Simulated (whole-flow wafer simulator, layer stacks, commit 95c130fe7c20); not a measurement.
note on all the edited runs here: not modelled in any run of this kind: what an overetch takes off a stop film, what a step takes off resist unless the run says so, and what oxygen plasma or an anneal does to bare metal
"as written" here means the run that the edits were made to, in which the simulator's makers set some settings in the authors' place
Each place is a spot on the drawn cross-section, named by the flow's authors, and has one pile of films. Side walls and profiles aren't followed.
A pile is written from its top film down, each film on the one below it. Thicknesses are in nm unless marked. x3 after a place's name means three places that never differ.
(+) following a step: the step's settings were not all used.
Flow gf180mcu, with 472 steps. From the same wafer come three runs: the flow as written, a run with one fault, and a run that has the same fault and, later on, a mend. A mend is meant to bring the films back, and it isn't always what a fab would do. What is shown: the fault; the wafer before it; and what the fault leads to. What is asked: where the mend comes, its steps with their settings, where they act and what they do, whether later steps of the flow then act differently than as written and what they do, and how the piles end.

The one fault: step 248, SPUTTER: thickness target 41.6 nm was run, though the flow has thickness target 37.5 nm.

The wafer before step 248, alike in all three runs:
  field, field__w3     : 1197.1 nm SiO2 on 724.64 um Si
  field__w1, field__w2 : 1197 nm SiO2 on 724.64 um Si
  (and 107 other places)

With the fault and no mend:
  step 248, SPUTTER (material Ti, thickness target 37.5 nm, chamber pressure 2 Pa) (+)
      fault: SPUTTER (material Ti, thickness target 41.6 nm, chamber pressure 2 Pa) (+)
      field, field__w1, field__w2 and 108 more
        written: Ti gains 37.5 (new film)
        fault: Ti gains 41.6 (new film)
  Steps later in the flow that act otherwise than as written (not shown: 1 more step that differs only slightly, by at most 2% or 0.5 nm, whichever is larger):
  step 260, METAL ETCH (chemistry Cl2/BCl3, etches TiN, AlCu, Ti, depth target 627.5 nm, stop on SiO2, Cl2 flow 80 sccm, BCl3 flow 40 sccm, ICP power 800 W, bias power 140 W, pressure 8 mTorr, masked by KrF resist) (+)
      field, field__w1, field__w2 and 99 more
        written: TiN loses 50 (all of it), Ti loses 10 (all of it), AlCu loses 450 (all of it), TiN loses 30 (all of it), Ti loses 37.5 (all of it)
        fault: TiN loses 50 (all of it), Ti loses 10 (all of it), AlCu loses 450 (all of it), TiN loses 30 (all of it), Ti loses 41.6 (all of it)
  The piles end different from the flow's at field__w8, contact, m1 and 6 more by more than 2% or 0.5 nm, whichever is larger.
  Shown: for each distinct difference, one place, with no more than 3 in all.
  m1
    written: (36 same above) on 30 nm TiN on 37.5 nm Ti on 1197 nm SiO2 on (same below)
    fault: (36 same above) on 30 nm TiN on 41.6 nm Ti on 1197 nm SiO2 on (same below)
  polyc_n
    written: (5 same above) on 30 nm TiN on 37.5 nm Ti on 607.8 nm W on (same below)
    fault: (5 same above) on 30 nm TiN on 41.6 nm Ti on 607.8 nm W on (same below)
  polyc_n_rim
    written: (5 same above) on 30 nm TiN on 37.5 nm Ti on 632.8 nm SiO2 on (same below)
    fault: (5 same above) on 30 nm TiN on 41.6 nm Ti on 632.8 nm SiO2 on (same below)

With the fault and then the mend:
  The mend follows step 248.
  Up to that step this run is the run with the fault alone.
  step 248a, METAL ETCH (chemistry Cl2/BCl3, etches TiN, AlCu, Ti, depth target 4.1 nm, Cl2 flow 80 sccm, BCl3 flow 40 sccm, ICP power 800 W, bias power 140 W, pressure 8 mTorr)
      field, field__w1, field__w2 and 108 more
        Ti loses 4.1
  None of the later steps of the flow acts differently than as written at any place that is followed.
  By the end, the piles equal the flow's at every place that both follow.
